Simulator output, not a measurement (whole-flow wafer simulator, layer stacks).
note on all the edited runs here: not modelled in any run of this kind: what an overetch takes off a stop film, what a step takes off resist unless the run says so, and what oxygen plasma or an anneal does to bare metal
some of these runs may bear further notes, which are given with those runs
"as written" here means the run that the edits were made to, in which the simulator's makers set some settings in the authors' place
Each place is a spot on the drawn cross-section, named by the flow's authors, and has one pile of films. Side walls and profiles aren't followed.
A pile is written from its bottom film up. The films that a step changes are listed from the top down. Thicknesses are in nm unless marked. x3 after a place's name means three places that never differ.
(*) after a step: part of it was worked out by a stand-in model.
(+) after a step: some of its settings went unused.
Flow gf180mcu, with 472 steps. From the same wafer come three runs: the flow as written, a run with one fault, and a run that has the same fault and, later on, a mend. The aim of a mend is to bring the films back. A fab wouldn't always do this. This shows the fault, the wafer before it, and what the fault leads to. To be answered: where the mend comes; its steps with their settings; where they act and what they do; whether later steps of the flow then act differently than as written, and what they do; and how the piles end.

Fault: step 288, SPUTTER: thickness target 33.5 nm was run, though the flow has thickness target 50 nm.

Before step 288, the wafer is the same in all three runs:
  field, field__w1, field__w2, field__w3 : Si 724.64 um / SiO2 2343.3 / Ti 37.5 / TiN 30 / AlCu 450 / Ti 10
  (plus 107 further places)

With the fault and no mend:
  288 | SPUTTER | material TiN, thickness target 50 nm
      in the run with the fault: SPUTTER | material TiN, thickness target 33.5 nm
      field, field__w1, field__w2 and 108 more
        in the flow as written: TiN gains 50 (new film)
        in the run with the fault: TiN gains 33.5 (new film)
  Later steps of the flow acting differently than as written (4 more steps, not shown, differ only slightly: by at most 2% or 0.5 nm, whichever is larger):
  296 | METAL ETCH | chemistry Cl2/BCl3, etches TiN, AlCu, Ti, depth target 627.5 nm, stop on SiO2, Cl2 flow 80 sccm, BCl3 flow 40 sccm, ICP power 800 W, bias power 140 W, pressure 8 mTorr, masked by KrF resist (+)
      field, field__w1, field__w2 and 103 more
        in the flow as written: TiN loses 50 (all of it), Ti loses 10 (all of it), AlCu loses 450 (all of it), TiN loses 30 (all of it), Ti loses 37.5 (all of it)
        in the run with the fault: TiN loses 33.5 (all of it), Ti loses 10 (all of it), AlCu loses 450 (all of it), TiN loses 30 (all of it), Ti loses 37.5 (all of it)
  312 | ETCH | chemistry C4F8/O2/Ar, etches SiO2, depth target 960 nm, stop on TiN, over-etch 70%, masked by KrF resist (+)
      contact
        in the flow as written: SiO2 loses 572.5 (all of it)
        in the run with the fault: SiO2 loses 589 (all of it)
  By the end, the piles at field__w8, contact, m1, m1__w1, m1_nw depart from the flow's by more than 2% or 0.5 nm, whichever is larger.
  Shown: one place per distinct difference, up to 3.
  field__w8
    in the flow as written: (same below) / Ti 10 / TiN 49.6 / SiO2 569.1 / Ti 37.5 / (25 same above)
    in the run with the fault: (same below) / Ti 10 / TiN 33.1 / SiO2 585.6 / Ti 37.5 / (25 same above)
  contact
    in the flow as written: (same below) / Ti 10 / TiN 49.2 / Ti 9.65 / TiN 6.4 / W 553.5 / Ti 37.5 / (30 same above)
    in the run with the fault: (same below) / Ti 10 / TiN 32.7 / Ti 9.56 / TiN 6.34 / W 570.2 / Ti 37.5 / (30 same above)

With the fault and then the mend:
  The mend follows step 295.
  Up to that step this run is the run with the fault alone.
  295a | STRIP | chemistry O2/N2, power 2160 W, pressure 1700 mTorr (*)
      field__w8, contact, m1, m1__w1, m1_nw
        KrF resist loses 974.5 (all of it)
  295b | SPUTTER | material TiN, thickness target 16.5 nm (the flow's step 288 again, with other settings)
      field, field__w1, field__w2 and 108 more
        TiN gains 16.5
  295c | HMDS | 120 C, 60 s (the flow's step 290 again)
      does not change any film at any place that is followed
  295d | COAT | KrF resist, thickness 1000 nm (the flow's step 291 again)
      field, field__w1, field__w2 and 108 more
        KrF resist gains 1000 (new film)
  295e | SOFTBAKE | KrF resist (the flow's step 292 again)
      does not change any film at any place that is followed
  295f | EXPOSE | photomask Metal2 (the flow's step 293 again)
      does not change any film at any place that is followed
  295g | PEB | KrF resist, 135 C, 90 s (the flow's step 294 again)
      field, field__w1, field__w2 and 108 more
        KrF resist loses 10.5
  295h | DEVELOP | thickness 1000 nm, 60 s (the flow's step 295 again)
      field, field__w1, field__w2 and 103 more
        KrF resist loses 989.5 (all of it)
      field__w8, contact, m1, m1__w1, m1_nw
        KrF resist loses 14.9
  None of the later steps of the flow acts differently than as written at any place that is followed.
  At every place that both follow, the piles at the end match the flow's.
